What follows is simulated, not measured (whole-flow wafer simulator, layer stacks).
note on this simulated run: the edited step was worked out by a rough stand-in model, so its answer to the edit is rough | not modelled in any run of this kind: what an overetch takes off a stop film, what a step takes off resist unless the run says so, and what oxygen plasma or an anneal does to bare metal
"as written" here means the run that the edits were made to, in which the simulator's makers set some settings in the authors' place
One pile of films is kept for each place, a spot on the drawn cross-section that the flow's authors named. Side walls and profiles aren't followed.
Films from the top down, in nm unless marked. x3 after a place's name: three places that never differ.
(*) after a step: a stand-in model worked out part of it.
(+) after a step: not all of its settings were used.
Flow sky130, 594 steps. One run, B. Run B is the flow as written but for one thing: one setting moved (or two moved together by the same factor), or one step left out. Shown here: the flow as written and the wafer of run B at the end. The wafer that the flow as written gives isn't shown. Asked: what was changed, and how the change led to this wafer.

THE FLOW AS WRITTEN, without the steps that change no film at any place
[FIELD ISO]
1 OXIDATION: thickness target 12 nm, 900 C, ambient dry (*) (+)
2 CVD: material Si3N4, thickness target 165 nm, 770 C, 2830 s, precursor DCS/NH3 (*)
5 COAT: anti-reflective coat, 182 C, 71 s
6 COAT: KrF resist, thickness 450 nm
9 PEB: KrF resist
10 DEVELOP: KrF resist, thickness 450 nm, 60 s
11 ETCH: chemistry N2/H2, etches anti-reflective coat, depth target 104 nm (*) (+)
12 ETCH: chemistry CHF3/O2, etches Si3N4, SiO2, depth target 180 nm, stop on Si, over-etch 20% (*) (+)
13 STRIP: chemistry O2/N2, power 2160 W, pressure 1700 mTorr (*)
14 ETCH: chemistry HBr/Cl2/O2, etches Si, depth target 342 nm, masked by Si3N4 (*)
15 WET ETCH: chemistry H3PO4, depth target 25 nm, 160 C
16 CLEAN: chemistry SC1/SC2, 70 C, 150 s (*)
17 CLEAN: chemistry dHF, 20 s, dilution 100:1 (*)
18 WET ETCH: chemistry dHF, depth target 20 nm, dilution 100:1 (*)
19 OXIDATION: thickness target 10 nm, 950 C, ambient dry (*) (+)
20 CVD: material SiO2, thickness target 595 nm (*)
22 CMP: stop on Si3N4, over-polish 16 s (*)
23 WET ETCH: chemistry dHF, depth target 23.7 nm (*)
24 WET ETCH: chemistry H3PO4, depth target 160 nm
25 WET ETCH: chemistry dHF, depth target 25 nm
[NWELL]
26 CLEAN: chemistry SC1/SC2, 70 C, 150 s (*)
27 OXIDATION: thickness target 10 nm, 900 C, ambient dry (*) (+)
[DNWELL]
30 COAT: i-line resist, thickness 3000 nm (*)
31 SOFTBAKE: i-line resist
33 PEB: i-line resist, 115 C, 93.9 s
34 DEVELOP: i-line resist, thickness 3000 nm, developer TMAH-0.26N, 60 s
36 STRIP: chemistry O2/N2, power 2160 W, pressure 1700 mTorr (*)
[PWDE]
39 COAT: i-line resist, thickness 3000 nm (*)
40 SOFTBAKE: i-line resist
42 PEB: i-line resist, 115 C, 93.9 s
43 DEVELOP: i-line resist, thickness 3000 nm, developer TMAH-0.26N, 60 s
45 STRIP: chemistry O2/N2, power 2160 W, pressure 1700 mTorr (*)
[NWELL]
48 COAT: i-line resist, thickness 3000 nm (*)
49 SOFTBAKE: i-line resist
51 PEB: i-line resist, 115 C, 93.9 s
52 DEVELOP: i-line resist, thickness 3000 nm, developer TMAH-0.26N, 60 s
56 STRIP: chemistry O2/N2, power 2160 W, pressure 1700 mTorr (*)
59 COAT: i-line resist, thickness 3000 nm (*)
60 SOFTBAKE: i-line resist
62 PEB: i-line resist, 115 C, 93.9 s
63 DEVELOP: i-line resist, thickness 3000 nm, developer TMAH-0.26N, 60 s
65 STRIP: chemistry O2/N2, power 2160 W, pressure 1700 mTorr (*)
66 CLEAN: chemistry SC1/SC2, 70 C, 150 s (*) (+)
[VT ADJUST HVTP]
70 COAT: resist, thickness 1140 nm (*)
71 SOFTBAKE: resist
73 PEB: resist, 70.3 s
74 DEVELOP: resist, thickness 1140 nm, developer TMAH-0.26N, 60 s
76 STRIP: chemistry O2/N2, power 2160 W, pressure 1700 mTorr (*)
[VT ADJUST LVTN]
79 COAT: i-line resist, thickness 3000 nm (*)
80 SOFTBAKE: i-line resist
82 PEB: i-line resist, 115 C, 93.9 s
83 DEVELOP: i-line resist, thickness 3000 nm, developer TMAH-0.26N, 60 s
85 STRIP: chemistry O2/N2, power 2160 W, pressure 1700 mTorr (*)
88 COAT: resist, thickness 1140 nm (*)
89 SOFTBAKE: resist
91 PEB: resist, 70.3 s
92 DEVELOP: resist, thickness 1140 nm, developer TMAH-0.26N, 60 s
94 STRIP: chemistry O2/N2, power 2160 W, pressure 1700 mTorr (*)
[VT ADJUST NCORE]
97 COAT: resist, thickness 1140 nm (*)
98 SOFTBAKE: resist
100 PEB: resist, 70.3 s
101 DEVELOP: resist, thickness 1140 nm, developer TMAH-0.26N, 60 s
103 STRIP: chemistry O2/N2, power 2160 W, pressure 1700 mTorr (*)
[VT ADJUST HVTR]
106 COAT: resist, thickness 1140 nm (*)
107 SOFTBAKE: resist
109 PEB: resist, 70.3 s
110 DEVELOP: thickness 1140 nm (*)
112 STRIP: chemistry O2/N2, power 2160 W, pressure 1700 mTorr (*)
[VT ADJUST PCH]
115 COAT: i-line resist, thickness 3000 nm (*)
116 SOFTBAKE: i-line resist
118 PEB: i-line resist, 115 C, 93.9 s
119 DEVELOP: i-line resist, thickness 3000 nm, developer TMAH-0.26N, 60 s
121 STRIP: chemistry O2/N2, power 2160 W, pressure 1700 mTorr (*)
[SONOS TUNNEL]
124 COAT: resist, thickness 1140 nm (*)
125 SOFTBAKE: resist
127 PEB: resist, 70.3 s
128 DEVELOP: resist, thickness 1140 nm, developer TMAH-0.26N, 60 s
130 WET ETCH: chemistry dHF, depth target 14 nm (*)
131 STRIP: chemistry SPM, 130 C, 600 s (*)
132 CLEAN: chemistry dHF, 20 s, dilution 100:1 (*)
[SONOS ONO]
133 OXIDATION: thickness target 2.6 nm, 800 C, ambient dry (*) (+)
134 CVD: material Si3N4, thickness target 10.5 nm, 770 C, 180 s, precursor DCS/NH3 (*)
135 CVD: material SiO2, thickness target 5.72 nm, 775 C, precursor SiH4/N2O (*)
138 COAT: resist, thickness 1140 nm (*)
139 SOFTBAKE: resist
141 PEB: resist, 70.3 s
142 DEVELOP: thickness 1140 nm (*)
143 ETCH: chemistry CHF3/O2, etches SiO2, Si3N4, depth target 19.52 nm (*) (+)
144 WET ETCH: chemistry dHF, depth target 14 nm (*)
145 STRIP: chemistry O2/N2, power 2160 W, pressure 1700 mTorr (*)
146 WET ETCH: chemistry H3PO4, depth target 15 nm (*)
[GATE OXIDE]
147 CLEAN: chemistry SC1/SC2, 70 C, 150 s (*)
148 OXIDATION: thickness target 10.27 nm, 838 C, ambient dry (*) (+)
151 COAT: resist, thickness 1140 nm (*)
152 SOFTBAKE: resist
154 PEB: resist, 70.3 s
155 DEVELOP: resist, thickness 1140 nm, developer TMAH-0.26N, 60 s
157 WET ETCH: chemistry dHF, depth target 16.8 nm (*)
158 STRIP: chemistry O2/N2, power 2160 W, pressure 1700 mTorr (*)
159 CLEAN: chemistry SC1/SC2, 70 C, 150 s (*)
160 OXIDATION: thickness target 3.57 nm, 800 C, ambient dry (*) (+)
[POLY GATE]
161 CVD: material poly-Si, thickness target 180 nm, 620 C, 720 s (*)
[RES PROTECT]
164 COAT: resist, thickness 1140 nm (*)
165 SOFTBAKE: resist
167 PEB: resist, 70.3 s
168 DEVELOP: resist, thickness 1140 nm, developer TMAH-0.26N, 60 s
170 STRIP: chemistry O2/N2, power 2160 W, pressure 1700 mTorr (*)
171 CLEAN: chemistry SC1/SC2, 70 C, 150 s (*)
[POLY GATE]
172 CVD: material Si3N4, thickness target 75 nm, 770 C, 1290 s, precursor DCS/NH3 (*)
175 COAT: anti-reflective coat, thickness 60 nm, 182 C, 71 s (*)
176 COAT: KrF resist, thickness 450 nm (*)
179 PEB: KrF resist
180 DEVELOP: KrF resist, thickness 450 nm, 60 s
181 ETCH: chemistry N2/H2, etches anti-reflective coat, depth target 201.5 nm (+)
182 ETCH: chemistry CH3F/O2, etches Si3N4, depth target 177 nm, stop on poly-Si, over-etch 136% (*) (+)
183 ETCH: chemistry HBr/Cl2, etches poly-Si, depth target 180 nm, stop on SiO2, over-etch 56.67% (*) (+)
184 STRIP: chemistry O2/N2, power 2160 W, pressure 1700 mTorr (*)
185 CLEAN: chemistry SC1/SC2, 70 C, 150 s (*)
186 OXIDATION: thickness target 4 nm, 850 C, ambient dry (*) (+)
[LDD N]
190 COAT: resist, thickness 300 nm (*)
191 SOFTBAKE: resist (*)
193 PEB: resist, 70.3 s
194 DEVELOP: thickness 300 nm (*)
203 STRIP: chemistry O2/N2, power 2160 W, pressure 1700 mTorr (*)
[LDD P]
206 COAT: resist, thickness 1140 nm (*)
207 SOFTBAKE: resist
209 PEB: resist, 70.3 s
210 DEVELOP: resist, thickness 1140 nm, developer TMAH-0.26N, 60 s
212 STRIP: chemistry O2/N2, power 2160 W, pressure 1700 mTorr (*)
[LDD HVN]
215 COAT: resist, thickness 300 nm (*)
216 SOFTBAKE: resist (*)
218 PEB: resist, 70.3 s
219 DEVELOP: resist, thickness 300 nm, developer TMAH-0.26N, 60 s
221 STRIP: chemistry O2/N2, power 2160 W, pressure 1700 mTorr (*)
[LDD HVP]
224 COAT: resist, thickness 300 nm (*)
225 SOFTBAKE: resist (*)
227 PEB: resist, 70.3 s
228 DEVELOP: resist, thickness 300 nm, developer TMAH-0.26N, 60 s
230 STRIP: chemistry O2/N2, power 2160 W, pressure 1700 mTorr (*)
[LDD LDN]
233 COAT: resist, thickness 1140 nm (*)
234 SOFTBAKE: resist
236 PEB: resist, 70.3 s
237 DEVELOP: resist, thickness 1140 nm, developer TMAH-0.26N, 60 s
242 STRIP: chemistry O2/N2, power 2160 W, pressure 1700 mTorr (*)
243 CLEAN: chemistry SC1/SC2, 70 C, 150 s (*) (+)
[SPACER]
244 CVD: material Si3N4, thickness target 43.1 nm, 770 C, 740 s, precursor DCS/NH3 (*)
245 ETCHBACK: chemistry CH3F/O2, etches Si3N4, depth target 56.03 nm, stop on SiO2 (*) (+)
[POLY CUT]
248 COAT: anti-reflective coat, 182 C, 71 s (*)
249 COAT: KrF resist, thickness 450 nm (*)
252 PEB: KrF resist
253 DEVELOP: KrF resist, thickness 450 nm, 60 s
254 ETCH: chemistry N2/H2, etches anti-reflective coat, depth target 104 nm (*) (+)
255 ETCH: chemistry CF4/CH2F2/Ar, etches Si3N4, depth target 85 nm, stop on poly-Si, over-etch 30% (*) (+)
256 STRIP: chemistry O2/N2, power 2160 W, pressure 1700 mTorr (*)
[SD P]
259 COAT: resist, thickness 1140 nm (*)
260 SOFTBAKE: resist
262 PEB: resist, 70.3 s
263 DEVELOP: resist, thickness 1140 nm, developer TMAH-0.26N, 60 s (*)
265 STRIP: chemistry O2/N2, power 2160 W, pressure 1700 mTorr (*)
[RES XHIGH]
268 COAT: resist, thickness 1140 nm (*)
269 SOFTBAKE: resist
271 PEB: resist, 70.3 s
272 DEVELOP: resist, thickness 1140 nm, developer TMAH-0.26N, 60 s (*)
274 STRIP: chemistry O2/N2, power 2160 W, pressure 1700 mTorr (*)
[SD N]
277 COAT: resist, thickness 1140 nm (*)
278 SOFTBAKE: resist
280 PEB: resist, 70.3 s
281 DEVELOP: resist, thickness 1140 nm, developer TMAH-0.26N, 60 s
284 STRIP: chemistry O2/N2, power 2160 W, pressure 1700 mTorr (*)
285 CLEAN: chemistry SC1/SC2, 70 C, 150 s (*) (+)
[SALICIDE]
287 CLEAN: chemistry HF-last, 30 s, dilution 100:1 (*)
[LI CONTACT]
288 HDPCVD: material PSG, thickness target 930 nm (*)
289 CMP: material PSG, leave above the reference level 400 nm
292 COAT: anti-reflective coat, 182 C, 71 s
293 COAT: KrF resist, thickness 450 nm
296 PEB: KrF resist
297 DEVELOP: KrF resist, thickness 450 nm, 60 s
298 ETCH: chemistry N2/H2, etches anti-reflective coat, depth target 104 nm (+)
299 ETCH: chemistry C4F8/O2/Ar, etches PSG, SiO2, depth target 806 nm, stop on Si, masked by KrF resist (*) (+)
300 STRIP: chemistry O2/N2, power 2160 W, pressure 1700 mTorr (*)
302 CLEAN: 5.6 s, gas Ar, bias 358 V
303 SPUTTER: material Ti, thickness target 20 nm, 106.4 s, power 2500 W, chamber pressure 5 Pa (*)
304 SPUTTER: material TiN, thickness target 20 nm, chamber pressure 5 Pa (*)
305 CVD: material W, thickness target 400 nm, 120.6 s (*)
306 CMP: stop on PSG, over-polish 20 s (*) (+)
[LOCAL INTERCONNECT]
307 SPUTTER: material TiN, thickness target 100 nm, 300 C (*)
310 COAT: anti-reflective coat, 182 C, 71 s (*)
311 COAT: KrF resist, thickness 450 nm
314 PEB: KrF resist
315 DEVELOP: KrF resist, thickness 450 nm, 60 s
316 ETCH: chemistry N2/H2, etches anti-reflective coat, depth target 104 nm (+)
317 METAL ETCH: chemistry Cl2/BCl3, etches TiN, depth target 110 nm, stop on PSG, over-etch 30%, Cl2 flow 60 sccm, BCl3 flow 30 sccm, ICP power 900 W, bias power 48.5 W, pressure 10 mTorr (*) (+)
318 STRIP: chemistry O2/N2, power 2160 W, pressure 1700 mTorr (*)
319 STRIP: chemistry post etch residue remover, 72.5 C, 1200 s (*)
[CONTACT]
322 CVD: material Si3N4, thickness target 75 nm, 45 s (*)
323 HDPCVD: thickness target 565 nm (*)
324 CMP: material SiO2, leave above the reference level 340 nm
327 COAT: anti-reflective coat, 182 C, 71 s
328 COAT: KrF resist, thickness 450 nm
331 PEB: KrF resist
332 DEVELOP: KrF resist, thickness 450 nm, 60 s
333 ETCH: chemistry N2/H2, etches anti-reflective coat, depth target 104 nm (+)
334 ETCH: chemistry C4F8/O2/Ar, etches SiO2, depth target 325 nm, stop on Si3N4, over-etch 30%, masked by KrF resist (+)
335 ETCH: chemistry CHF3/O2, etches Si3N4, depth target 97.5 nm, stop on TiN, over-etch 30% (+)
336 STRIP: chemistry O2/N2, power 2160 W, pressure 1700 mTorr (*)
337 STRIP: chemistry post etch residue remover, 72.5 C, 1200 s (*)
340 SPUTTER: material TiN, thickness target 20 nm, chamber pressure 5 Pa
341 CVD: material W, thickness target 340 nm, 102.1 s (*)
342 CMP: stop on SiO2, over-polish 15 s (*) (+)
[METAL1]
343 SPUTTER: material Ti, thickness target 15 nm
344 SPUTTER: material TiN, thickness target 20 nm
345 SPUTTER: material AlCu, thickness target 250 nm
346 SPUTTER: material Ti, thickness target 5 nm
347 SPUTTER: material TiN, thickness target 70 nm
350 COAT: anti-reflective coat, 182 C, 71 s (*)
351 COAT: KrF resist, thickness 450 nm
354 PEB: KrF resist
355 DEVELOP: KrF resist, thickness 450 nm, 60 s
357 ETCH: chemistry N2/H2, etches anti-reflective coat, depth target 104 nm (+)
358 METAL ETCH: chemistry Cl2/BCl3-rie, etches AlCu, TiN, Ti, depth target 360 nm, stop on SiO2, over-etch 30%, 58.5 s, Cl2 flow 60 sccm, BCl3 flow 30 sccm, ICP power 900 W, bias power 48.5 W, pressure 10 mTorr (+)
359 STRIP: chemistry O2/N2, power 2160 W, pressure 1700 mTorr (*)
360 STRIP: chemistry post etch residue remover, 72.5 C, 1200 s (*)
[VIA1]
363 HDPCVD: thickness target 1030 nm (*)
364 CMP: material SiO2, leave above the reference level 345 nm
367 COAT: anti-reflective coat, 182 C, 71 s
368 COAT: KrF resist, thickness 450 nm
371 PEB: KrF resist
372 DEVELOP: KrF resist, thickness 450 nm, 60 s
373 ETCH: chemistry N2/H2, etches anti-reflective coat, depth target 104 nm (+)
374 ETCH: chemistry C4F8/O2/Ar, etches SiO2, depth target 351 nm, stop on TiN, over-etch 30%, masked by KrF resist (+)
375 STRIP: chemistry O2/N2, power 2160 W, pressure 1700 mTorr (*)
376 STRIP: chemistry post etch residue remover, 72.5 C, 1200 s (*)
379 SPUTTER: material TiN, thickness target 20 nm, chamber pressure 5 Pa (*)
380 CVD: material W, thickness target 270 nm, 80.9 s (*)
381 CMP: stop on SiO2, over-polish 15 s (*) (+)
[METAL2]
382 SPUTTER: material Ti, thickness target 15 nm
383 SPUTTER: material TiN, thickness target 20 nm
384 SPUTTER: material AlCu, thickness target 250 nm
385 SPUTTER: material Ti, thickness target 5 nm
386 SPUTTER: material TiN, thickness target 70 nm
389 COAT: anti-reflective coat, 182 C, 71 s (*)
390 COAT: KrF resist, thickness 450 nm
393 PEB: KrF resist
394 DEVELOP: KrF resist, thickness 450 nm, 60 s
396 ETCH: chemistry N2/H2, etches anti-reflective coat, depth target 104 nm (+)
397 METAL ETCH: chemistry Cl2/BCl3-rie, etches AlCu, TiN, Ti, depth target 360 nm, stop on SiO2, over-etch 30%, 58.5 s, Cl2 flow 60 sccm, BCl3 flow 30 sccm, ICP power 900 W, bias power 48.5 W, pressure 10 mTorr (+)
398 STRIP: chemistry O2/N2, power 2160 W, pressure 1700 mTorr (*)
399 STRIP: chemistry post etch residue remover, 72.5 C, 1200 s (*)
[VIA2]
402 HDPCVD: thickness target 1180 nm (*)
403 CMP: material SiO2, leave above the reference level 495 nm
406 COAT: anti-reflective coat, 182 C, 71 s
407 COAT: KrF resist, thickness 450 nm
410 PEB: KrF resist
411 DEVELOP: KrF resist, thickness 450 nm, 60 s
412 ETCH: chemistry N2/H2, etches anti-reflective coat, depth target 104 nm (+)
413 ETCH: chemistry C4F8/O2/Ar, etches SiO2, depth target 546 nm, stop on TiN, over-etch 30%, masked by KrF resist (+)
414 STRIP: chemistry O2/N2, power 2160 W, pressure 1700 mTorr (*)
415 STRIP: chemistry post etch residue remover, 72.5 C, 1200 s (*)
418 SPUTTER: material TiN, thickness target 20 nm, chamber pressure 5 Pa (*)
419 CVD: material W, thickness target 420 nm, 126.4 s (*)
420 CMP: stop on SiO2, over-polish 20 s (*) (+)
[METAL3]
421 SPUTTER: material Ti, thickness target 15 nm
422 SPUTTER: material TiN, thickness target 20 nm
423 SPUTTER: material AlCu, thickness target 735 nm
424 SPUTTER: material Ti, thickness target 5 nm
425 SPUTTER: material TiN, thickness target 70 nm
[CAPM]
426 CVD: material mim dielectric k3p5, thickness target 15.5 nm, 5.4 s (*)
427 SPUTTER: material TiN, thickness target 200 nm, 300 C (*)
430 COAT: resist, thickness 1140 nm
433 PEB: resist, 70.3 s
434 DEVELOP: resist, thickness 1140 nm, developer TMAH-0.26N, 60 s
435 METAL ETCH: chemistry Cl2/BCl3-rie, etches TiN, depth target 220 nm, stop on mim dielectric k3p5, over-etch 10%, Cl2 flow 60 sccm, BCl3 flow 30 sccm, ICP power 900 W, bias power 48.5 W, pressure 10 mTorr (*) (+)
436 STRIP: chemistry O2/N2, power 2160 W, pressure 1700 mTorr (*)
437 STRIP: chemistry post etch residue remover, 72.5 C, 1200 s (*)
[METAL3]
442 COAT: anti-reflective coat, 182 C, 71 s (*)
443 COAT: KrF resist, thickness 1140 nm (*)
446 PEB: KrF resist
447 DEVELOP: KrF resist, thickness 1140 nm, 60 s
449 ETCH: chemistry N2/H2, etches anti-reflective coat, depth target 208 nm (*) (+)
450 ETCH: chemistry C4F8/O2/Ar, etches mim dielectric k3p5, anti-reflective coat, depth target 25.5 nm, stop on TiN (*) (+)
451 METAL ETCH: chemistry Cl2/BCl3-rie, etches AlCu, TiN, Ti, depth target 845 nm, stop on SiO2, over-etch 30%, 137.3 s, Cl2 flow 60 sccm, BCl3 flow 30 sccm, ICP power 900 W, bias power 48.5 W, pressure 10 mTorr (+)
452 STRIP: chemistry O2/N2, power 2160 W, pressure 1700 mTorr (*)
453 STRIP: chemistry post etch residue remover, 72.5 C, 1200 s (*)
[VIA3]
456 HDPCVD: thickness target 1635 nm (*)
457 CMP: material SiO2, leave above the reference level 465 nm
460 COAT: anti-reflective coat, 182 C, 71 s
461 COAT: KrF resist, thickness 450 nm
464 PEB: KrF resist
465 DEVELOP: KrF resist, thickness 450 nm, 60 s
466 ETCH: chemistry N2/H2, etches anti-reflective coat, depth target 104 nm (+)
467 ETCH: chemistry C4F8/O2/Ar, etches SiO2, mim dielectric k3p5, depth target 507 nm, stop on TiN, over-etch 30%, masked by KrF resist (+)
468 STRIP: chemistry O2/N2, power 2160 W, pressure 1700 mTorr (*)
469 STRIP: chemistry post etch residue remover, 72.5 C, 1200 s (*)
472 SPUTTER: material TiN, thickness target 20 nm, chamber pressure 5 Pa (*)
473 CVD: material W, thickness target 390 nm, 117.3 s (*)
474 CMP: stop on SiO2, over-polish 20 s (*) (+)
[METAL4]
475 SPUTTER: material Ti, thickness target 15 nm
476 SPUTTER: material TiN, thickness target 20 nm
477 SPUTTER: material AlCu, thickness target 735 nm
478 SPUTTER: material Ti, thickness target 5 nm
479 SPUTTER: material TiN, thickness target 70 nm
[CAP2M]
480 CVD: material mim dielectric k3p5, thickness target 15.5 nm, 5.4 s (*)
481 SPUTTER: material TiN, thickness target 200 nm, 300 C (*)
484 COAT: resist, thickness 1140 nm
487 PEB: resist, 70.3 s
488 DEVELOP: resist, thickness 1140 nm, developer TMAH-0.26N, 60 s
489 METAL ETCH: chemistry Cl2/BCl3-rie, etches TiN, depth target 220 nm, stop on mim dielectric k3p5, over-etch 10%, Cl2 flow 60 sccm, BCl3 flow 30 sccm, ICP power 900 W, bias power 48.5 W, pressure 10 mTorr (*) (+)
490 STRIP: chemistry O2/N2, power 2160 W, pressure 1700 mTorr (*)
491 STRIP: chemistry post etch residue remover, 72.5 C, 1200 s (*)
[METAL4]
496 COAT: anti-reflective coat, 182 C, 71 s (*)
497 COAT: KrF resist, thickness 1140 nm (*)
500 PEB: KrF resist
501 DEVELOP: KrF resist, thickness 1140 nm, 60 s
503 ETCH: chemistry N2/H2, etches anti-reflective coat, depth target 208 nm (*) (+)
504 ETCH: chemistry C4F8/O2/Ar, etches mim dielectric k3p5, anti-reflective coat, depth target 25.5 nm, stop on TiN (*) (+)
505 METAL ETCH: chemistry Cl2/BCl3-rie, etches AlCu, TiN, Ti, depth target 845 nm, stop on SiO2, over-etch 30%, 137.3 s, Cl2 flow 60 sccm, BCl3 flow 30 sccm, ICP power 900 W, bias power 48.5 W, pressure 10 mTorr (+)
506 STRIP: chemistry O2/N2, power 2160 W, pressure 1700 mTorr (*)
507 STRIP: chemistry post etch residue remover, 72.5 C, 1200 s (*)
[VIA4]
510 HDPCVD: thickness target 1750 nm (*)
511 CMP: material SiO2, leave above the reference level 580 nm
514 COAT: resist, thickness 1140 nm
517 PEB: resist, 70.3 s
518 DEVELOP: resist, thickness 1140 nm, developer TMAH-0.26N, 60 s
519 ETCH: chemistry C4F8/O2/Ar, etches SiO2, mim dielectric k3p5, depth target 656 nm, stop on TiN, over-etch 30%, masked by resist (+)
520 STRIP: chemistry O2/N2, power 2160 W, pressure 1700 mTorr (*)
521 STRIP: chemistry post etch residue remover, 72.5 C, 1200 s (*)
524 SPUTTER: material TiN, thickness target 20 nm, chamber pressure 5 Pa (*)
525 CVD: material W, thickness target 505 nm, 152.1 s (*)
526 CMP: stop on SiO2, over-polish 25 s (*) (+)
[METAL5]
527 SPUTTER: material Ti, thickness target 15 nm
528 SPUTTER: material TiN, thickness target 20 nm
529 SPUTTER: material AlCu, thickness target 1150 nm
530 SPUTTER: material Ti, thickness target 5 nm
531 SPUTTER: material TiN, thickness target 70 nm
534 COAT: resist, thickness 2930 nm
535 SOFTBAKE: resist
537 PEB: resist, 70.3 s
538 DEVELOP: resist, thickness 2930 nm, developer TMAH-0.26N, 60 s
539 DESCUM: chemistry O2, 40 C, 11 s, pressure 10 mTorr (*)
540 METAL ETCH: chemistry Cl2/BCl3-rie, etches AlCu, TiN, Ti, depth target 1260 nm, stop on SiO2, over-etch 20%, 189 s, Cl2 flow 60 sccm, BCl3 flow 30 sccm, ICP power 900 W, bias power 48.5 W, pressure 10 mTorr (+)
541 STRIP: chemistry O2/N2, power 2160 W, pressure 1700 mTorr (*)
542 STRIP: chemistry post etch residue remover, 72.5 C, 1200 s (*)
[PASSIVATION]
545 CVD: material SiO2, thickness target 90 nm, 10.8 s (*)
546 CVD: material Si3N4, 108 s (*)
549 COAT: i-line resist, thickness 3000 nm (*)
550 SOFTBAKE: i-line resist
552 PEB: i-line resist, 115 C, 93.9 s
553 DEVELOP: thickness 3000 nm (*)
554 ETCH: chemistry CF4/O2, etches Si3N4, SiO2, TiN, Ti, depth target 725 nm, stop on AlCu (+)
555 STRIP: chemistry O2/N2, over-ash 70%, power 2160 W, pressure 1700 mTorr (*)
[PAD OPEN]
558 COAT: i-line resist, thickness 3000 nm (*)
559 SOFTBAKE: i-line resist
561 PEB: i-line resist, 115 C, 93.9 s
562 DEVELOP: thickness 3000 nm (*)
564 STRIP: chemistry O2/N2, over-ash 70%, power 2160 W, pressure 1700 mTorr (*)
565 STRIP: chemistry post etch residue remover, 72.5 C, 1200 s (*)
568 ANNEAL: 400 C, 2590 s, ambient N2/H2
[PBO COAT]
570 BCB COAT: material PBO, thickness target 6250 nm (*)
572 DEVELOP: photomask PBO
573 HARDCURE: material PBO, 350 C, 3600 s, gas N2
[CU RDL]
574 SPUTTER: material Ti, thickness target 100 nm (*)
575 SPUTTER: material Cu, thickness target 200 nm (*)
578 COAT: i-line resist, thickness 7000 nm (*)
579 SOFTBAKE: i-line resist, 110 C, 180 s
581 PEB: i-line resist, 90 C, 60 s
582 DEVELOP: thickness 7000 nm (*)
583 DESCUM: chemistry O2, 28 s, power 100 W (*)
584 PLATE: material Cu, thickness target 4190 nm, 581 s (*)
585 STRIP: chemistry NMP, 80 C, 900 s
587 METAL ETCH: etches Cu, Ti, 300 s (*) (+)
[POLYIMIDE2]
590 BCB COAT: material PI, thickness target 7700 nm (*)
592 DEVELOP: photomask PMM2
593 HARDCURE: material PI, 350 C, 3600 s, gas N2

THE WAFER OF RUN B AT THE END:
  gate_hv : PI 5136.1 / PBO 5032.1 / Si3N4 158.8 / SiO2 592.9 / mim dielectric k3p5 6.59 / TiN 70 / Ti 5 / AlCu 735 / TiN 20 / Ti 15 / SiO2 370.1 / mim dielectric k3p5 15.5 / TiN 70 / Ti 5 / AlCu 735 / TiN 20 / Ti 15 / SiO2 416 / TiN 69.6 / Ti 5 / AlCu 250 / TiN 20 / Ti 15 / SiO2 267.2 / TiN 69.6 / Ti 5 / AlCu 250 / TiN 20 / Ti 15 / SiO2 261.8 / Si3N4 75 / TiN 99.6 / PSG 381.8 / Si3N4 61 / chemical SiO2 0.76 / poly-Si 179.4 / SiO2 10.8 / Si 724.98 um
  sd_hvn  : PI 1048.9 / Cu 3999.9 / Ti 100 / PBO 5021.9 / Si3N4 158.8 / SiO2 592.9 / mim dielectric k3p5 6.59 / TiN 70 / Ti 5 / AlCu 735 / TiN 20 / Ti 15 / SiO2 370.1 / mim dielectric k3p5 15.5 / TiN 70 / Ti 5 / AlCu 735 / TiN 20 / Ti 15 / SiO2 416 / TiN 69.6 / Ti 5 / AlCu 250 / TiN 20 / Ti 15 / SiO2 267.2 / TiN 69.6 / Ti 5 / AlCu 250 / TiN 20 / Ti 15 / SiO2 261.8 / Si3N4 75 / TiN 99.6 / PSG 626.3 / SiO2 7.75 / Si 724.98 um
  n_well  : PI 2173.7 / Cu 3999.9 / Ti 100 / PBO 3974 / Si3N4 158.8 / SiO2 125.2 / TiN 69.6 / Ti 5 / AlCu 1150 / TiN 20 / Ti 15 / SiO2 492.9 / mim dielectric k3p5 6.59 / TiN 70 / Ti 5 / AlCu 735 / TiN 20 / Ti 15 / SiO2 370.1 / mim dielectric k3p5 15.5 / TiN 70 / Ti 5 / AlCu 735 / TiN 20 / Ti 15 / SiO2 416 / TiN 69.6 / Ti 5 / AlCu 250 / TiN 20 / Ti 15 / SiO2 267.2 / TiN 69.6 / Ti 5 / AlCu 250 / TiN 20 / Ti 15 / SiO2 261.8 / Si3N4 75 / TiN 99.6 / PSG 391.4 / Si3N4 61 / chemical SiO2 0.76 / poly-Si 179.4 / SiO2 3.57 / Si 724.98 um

The cause: step 480, CVD: thickness target 6.59 nm was run, where the flow has thickness target 15.5 nm; step 480, CVD: 2.29 s was run, where the flow has 5.4 s.
It can be read off the wafer: gate_hv has mim dielectric k3p5 6.59, and step 480 as written asks for 15.5 nm.

How the change led to this, step by step:
  480 CVD: material mim dielectric k3p5, thickness target 15.5 nm, 5.4 s (*)
      field, active, n_well and 189 more: mim dielectric k3p5 +6.59 (new film) (as written it would be: mim dielectric k3p5 +15.5 (new film))
  504 ETCH: chemistry C4F8/O2/Ar, etches mim dielectric k3p5, anti-reflective coat, depth target 25.5 nm, stop on TiN (*) (+)
      n_well, p_well, gate_hv and 102 more: KrF resist -6.59 (as written it would be: KrF resist -15.5)
      field, active, gate and 85 more: mim dielectric k3p5 -6.59 (all of it) (as written it would be: mim dielectric k3p5 -15.5 (all of it))
  506 STRIP: chemistry O2/N2, power 2160 W, pressure 1700 mTorr (*)
      iso_guard__w2: KrF resist -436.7 (all of it), anti-reflective coat -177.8 (all of it) (as written it would be: KrF resist -427.9 (all of it), anti-reflective coat -177.8 (all of it))
      mim2: KrF resist -380.9 (all of it), anti-reflective coat -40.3 (all of it) (as written it would be: KrF resist -372.1 (all of it), anti-reflective coat -40.3 (all of it))
  519 ETCH: chemistry C4F8/O2/Ar, etches SiO2, mim dielectric k3p5, depth target 656 nm, stop on TiN, over-etch 30%, masked by resist (+)
      m1: SiO2 -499 (all of it), mim dielectric k3p5 -6.59 (all of it) (as written it would be: SiO2 -490.1 (all of it), mim dielectric k3p5 -15.5 (all of it))
      via4_hole: SiO2 -498.4 (all of it), mim dielectric k3p5 -6.59 (all of it) (as written it would be: SiO2 -489.5 (all of it), mim dielectric k3p5 -15.5 (all of it))
